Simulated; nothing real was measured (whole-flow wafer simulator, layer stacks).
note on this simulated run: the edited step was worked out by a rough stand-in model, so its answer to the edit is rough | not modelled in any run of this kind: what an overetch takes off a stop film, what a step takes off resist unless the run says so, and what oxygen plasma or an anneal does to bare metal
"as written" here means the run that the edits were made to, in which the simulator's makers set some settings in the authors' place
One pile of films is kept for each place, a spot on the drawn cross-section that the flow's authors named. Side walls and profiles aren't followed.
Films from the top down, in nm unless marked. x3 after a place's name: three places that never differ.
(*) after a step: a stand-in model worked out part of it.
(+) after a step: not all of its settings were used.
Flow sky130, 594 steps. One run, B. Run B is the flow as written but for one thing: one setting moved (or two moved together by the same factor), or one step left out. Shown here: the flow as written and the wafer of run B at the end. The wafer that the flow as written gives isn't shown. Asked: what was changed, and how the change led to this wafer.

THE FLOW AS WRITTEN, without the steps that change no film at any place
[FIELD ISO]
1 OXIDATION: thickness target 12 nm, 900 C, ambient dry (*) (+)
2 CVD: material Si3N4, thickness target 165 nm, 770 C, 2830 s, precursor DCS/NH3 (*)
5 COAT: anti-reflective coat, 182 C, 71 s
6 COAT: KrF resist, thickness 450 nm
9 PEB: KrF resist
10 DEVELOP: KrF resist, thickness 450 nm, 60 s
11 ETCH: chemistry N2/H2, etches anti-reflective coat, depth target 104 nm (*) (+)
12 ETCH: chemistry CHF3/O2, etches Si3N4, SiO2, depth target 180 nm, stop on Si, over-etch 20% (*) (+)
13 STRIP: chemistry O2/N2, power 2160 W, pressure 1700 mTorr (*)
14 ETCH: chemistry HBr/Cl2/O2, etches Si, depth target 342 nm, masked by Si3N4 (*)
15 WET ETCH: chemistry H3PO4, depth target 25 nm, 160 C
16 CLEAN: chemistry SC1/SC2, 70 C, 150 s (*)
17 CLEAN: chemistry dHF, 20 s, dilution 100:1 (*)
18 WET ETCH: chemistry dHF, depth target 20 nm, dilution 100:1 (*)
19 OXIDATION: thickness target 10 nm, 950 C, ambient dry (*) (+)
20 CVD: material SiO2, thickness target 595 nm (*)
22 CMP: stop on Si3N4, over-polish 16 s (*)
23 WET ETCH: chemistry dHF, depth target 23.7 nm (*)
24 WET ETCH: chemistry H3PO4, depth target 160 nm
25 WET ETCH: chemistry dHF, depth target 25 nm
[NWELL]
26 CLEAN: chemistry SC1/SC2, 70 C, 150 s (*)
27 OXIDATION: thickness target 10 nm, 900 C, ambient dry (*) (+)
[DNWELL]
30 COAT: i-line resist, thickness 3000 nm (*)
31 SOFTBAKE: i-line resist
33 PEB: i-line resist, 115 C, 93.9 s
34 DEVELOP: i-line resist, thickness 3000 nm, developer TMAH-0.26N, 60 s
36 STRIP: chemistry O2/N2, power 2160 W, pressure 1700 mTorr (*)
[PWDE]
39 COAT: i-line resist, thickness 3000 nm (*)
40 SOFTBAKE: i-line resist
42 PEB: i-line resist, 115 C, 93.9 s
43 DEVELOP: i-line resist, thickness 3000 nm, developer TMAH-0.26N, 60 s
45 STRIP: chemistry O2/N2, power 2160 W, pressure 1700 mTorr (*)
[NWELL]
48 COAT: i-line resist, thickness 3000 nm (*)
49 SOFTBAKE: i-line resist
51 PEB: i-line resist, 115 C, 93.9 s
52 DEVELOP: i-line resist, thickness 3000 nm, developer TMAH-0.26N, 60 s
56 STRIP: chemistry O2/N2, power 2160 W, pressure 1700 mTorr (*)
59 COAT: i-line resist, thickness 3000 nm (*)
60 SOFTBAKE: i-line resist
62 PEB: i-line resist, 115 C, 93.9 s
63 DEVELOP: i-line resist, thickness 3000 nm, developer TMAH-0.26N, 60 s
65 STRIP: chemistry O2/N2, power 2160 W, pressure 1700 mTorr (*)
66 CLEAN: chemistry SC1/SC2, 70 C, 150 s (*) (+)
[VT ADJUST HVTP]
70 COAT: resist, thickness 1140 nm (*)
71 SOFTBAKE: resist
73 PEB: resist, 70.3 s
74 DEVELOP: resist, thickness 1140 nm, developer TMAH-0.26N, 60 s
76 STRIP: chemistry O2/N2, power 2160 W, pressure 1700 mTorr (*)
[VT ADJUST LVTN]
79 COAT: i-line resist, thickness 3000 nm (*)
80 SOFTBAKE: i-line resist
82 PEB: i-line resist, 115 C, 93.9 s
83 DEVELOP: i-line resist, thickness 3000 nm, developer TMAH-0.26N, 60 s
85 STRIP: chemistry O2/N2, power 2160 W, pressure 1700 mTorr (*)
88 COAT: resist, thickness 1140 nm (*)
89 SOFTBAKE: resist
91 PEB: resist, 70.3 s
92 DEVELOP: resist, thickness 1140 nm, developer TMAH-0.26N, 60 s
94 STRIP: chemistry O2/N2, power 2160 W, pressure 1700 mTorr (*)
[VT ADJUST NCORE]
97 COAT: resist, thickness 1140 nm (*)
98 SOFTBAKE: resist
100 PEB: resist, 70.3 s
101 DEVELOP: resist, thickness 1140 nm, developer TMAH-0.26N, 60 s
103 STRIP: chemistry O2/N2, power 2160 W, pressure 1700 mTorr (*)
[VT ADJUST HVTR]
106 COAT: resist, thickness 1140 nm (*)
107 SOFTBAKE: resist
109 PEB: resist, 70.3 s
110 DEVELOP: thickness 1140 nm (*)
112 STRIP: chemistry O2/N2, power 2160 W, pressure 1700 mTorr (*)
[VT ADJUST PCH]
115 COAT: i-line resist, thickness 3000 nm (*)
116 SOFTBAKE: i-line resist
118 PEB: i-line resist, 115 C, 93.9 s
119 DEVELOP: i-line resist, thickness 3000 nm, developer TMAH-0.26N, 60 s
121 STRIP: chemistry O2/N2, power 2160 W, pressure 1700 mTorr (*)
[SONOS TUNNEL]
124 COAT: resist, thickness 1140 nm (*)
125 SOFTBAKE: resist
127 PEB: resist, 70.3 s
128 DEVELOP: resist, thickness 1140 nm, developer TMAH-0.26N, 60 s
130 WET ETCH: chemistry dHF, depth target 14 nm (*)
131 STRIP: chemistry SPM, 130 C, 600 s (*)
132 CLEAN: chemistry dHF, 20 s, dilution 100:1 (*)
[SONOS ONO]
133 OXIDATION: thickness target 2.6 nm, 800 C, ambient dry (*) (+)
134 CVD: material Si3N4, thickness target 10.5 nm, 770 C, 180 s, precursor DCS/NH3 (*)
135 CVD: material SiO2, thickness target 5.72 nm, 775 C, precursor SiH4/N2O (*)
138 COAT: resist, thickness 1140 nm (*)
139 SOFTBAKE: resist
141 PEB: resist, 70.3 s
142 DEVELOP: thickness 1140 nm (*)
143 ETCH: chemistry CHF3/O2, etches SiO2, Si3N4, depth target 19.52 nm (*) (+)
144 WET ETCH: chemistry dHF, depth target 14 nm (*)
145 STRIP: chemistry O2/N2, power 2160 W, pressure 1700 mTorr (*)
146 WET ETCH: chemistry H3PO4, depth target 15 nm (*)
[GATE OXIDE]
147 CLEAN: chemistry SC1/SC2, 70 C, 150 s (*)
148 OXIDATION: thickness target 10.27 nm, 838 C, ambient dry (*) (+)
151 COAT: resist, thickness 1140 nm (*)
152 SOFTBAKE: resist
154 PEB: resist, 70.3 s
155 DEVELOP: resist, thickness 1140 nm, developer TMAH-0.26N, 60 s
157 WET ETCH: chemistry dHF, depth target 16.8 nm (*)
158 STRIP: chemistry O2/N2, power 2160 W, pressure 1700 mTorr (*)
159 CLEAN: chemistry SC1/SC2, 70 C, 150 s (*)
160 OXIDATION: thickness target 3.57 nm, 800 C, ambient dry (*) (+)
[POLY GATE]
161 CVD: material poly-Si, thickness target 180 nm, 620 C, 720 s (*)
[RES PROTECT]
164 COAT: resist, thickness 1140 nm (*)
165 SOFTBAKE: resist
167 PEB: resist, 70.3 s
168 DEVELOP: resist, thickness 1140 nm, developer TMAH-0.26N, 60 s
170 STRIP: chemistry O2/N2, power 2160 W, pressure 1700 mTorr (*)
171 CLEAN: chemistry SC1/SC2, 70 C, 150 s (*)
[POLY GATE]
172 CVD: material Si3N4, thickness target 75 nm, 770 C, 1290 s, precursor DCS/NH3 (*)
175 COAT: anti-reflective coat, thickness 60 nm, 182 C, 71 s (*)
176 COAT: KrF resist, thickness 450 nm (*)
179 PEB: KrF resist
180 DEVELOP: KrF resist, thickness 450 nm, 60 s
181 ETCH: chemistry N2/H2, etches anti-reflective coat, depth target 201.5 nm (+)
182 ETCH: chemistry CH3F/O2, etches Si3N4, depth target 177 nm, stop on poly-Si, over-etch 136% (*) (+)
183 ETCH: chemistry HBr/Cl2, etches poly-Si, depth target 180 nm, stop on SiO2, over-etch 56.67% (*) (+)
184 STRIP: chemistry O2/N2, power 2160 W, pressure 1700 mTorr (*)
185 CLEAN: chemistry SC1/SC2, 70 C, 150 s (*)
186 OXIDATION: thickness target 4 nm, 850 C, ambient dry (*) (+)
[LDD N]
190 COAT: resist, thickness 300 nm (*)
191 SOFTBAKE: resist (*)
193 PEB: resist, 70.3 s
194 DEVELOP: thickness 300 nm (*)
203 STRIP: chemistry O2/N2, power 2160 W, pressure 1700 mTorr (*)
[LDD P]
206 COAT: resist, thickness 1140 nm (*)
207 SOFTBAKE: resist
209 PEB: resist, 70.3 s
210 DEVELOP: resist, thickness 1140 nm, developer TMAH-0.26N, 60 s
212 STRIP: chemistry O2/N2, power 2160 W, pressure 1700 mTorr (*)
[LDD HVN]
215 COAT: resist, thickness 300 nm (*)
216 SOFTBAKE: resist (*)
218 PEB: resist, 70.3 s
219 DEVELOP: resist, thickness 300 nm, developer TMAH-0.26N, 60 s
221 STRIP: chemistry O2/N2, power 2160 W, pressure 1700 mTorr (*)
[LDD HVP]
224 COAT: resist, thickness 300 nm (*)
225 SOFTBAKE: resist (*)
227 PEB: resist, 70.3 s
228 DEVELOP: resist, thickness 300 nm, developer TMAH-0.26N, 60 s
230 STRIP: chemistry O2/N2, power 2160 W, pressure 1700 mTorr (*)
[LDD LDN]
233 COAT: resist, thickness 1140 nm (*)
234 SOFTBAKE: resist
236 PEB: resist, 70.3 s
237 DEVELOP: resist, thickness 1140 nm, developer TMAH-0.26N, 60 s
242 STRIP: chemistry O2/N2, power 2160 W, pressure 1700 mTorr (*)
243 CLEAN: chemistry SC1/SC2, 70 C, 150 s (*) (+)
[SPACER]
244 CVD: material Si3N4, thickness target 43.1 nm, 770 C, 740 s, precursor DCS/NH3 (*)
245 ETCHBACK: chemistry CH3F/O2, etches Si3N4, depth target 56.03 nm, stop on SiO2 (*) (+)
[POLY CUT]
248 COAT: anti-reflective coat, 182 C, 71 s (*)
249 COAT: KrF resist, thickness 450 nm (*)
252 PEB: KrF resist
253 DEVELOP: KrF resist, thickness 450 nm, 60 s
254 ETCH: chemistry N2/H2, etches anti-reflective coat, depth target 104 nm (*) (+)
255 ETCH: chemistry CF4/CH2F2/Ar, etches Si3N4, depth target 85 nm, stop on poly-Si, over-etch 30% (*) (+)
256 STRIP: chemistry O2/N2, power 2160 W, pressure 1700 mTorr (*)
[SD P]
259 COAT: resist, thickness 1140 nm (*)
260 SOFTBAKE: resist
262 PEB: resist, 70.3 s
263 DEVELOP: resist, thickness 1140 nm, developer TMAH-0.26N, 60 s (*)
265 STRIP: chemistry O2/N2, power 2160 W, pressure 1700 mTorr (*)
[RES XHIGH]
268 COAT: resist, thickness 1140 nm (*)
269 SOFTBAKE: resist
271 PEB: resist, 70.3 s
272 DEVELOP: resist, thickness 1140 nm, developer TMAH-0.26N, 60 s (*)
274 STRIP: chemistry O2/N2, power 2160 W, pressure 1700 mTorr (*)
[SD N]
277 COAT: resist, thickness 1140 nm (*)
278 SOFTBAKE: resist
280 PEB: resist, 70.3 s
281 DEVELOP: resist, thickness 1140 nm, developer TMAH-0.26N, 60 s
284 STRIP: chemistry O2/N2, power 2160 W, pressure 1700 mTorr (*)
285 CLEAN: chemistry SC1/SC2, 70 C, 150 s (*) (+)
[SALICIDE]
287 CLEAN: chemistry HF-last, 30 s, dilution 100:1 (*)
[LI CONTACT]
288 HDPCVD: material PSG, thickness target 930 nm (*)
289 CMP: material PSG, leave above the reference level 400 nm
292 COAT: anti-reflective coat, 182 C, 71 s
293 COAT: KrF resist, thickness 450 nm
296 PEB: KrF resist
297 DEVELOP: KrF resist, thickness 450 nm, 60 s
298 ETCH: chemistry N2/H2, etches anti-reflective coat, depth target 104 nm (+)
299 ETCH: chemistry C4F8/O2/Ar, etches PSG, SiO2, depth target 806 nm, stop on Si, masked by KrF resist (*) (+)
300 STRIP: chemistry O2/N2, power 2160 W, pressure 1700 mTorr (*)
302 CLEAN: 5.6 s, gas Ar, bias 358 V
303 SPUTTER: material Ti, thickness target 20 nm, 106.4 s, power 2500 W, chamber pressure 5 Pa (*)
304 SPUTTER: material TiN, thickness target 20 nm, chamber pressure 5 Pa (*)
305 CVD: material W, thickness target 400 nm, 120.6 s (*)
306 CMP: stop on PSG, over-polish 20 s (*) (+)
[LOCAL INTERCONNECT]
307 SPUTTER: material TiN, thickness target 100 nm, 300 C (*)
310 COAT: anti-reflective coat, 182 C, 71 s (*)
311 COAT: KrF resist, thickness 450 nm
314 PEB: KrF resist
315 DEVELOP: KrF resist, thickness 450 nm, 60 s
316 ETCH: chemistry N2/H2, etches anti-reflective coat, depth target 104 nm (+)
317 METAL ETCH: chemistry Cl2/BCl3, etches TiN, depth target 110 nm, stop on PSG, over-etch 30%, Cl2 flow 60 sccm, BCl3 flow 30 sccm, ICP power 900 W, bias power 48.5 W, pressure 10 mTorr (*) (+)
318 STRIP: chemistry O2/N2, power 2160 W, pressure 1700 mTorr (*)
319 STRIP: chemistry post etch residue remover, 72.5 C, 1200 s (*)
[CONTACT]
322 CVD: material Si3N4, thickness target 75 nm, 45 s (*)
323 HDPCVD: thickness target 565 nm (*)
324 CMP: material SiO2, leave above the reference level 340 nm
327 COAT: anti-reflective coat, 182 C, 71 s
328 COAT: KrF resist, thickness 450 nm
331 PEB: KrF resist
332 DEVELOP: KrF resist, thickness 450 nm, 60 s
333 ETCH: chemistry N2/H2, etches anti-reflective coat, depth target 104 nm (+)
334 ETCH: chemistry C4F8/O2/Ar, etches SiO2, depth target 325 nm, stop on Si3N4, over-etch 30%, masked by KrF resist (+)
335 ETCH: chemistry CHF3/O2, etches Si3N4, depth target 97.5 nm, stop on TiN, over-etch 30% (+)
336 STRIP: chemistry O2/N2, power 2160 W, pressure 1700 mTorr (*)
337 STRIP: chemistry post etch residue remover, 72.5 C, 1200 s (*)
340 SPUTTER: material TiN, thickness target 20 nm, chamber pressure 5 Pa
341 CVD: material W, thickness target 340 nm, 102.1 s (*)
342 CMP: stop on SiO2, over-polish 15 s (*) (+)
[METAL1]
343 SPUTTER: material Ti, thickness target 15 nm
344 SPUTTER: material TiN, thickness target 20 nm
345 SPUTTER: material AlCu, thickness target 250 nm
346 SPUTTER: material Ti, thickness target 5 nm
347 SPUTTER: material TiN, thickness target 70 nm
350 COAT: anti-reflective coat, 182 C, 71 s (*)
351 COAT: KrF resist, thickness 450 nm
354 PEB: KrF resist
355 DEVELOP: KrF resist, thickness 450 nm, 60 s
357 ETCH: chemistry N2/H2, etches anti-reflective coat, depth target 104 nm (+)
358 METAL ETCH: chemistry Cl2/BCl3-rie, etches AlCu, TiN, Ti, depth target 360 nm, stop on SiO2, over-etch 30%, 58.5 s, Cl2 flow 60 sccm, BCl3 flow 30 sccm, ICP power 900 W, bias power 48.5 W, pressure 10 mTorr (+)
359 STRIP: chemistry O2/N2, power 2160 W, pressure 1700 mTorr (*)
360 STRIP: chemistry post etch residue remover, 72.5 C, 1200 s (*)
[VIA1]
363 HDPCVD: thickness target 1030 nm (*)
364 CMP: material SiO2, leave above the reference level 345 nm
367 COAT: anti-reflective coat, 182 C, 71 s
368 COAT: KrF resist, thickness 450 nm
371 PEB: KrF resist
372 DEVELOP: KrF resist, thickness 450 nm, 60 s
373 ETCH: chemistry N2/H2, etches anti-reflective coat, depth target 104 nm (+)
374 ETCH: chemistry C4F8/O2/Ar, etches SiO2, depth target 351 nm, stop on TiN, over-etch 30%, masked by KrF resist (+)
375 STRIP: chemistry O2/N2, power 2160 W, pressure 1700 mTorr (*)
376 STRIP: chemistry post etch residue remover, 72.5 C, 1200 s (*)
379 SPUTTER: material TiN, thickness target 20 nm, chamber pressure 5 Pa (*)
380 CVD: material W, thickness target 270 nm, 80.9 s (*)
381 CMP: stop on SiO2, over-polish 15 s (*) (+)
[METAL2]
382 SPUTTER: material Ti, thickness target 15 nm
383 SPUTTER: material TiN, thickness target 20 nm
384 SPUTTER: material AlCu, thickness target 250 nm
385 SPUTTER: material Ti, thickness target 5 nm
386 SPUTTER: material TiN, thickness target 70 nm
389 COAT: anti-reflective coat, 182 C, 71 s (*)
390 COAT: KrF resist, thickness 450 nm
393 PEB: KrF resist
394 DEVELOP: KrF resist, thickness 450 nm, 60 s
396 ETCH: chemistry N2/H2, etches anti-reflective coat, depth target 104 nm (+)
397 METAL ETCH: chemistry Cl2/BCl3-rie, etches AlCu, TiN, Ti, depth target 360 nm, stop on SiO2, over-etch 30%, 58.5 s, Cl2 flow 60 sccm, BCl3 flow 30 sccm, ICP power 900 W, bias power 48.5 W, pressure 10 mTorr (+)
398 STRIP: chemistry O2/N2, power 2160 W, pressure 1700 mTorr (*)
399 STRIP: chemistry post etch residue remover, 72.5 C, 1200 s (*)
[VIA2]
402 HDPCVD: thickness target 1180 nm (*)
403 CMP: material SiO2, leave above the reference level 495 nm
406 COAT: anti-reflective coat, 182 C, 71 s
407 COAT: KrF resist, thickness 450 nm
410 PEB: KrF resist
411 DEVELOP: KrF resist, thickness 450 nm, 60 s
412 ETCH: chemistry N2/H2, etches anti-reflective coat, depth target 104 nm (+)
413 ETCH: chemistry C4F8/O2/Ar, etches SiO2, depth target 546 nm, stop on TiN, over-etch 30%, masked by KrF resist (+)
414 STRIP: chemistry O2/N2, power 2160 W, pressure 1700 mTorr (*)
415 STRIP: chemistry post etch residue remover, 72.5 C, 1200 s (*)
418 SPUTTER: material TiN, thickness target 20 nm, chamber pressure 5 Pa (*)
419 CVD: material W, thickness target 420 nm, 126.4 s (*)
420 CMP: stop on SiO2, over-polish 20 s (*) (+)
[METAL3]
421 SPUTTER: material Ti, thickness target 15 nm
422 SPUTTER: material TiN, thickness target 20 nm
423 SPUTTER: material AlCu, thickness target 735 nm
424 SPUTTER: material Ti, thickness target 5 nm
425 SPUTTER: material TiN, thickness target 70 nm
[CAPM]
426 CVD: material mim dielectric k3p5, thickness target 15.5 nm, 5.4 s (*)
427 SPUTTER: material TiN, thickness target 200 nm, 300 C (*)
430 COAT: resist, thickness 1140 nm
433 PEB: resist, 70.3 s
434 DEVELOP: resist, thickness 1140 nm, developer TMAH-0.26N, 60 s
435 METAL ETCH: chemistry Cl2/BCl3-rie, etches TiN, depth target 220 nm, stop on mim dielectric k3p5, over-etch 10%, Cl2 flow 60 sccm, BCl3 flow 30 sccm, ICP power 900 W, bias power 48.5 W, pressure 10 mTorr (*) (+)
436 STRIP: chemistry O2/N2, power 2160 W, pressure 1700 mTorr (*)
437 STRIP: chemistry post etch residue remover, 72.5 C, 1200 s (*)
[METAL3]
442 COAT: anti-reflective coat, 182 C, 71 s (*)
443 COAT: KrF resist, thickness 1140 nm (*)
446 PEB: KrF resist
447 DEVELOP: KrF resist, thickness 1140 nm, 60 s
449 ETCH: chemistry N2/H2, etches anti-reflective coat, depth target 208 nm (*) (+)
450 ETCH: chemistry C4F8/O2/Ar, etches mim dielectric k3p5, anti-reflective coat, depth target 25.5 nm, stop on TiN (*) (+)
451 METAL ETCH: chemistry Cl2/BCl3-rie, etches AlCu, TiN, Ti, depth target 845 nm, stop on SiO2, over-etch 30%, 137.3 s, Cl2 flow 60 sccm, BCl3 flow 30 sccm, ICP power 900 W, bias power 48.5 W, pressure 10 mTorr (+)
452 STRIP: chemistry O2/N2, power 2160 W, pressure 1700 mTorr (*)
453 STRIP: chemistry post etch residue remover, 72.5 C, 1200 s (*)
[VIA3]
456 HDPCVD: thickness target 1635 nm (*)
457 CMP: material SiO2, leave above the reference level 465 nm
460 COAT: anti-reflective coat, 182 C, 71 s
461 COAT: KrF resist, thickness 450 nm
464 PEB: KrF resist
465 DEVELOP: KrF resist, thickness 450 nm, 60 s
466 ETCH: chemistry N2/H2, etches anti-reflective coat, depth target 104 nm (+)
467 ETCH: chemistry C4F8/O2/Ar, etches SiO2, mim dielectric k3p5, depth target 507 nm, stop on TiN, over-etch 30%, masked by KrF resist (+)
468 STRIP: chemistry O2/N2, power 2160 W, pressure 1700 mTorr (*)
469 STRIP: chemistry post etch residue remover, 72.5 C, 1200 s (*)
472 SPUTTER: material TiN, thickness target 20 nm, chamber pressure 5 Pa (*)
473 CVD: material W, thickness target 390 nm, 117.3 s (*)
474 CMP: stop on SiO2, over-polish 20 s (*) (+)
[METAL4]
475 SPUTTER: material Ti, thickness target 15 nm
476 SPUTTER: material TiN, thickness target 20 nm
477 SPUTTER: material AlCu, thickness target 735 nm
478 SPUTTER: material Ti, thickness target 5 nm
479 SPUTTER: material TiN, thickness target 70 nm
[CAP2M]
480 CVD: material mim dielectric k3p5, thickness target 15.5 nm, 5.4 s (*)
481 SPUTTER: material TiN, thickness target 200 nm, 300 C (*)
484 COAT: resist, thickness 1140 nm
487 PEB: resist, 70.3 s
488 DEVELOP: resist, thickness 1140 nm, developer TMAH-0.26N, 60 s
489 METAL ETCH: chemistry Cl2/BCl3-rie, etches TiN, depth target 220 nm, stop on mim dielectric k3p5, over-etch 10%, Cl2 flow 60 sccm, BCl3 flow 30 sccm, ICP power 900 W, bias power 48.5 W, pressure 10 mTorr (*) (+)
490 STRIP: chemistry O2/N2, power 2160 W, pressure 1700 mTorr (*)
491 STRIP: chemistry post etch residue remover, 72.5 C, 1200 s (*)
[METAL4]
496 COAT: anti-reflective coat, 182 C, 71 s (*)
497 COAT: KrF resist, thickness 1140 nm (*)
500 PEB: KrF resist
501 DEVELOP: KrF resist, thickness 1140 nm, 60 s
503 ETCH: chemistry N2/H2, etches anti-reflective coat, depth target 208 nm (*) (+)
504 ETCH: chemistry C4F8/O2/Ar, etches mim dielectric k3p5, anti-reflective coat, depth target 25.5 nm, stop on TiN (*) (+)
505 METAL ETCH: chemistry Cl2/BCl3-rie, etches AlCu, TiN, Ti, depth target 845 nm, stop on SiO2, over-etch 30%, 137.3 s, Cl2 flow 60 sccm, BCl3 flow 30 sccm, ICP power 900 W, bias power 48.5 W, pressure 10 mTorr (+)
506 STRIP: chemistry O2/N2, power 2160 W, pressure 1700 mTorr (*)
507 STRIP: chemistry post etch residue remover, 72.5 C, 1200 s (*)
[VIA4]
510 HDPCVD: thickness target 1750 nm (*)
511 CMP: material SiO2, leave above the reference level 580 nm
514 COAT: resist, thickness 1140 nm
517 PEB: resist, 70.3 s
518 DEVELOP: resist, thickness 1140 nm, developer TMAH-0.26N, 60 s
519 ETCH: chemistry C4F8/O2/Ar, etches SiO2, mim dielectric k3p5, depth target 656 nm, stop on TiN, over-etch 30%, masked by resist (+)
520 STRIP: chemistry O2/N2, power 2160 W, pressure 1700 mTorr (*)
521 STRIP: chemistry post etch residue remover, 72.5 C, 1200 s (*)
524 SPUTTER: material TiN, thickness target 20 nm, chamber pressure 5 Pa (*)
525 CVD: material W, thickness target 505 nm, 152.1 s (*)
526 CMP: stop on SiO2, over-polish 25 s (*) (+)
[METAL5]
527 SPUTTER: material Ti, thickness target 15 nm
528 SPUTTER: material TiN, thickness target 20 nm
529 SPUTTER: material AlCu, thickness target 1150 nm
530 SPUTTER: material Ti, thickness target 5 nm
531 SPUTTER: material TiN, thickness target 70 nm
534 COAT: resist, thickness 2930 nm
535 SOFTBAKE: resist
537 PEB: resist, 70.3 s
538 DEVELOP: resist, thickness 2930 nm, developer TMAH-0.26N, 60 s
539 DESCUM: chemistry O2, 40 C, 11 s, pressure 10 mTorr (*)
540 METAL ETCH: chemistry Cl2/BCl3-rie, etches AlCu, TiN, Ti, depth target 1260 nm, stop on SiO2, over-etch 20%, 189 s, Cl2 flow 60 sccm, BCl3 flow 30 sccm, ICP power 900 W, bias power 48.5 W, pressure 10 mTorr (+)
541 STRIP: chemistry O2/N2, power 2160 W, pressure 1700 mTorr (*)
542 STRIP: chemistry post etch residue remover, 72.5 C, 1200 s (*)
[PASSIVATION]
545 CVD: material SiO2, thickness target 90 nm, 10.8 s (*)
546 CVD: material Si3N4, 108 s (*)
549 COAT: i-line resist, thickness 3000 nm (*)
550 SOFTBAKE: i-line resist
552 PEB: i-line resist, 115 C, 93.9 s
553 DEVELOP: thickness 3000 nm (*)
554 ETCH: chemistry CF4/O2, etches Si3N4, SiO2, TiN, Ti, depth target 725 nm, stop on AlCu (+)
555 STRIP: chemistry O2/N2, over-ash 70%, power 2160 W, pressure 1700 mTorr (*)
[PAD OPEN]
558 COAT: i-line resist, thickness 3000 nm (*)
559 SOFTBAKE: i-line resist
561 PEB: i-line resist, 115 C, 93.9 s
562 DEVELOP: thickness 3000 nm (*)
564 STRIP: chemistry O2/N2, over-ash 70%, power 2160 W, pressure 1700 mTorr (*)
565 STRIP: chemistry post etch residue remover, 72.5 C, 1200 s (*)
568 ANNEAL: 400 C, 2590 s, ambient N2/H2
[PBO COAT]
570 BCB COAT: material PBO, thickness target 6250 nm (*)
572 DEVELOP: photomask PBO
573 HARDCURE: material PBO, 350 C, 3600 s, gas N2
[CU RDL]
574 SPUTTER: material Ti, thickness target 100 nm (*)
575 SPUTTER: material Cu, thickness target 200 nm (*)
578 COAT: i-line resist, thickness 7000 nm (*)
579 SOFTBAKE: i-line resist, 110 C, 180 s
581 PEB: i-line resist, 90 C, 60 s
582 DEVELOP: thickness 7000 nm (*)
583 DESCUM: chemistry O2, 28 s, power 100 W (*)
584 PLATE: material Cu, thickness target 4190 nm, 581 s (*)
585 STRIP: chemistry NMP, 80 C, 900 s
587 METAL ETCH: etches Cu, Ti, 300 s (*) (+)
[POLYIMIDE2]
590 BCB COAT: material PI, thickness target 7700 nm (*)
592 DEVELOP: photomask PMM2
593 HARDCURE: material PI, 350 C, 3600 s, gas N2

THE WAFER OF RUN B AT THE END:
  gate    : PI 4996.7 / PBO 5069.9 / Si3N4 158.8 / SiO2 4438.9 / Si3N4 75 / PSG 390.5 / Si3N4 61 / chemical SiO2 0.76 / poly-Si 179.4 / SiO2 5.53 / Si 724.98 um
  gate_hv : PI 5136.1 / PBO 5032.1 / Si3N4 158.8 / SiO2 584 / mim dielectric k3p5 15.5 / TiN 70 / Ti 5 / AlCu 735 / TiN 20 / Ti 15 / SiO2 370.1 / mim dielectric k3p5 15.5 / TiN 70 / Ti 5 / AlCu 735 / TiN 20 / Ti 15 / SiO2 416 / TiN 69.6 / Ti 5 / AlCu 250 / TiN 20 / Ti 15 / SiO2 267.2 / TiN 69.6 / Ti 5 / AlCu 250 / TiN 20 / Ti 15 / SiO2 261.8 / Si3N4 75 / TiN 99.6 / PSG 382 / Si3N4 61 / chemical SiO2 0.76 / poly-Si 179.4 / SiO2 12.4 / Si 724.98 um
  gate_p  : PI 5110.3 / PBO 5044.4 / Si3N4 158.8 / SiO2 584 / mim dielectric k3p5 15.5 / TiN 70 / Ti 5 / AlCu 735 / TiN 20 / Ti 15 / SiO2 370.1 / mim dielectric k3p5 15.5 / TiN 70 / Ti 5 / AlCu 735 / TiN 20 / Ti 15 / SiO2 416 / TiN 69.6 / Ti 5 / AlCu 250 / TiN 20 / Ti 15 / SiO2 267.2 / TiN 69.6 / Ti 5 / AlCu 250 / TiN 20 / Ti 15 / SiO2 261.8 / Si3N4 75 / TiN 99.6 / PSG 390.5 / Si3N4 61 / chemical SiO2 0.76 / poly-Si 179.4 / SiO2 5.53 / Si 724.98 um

The cause: step 160, OXIDATION: thickness target 5.53 nm was run, where the flow has thickness target 3.57 nm.
It can be read off the wafer: gate has SiO2 5.53, and step 160 as written asks for 3.57 nm.

How the change led to this, step by step:
  160 OXIDATION: thickness target 3.57 nm, 800 C, ambient dry (*) (+)
      active, n_well, p_well and 58 more: SiO2 +5.53 (new film), chemical SiO2 -0.76 (all of it), Si -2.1 (as written it would be: SiO2 +3.57 (new film), chemical SiO2 -0.76 (all of it), Si -1.24)
      gate_hv, m1, pad and 37 more: SiO2 +2.44, Si -1.07 (as written it would be: SiO2 +0.85, Si -0.37)
  299 ETCH: chemistry C4F8/O2/Ar, etches PSG, SiO2, depth target 806 nm, stop on Si, masked by KrF resist (*) (+)
      contact, ndiff_licon, ndiff_licon_cpp: PSG -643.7 (all of it), SiO2 -2.81 (all of it) (as written it would be: PSG -643.6 (all of it), SiO2 -1.16 (all of it))
  303 SPUTTER: material Ti, thickness target 20 nm, 106.4 s, power 2500 W, chamber pressure 5 Pa (*)
      ndiff_licon_cpp: Ti +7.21 (new film) (as written it would be: Ti +6.53 (new film))
  306 CMP: stop on PSG, over-polish 20 s (*) (+)
      poly_licon: W -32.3 (as written it would be: W -33.3)
